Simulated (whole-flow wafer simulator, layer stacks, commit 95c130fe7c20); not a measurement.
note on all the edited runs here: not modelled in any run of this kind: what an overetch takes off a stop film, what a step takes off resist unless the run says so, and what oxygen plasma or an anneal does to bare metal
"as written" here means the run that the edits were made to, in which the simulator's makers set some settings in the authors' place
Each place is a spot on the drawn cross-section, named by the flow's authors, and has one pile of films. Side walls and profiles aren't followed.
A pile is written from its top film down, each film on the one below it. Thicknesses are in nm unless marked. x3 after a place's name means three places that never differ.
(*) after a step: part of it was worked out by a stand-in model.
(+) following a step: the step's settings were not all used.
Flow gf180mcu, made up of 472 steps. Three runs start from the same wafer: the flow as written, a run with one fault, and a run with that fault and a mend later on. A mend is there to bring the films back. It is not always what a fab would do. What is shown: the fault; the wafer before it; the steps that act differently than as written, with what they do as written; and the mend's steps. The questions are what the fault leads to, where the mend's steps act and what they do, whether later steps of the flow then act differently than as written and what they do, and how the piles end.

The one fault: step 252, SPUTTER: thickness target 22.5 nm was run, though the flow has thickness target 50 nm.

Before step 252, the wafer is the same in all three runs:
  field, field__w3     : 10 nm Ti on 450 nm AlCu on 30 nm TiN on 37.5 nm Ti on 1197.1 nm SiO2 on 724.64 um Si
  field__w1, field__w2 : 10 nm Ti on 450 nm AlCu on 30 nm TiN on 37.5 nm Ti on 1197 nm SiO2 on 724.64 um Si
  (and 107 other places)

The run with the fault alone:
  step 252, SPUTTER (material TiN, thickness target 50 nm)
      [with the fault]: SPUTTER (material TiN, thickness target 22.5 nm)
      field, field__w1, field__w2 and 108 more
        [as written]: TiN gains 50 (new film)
        [with the fault]: TiN gains 22.5 (new film)
  Steps later in the flow that act otherwise than as written (not shown: 2 more steps that differ only slightly, by at most 2% or 0.5 nm, whichever is larger):
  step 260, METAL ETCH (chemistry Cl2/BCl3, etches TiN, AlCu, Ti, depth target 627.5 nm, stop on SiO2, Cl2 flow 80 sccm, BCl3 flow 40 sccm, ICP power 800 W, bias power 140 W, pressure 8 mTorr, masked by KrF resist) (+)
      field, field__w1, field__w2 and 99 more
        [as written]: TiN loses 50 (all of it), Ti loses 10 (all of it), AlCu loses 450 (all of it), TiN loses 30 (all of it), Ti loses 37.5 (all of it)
        [with the fault]: TiN loses 22.5 (all of it), Ti loses 10 (all of it), AlCu loses 450 (all of it), TiN loses 30 (all of it), Ti loses 37.5 (all of it)
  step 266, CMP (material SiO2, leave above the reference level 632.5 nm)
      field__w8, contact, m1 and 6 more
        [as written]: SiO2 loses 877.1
        [with the fault]: SiO2 loses 849.6
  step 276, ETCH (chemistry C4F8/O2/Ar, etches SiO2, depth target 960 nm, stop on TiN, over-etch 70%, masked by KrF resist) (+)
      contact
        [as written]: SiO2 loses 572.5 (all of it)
        [with the fault]: SiO2 loses 600 (all of it)
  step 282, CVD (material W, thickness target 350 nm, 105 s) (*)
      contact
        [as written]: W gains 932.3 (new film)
        [with the fault]: W gains 960 (new film)
  At field__w8, contact, m1 and 6 more, the piles at the end differ from the flow's by more than 2% or 0.5 nm, whichever is larger.
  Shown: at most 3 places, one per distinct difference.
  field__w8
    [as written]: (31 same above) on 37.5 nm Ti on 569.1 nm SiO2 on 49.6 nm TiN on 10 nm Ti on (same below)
    [with the fault]: (31 same above) on 37.5 nm Ti on 596.6 nm SiO2 on 22.1 nm TiN on 10 nm Ti on (same below)
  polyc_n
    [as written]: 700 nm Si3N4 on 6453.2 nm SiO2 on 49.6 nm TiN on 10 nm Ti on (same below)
    [with the fault]: 700 nm Si3N4 on 6480.7 nm SiO2 on 22.1 nm TiN on 10 nm Ti on (same below)
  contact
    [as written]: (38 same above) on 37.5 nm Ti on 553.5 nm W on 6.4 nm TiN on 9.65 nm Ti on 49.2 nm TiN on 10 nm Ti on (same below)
    [with the fault]: (38 same above) on 37.5 nm Ti on 581.3 nm W on 6.3 nm TiN on 9.5 nm Ti on 21.7 nm TiN on 10 nm Ti on (same below)

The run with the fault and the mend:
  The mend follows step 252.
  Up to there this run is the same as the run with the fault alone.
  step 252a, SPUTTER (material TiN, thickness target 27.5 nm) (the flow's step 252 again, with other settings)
      field, field__w1, field__w2 and 108 more
        TiN gains 27.5
  None of the later steps of the flow acts differently than as written at any place that is followed.
  By the end, the piles equal the flow's at every place that both follow.
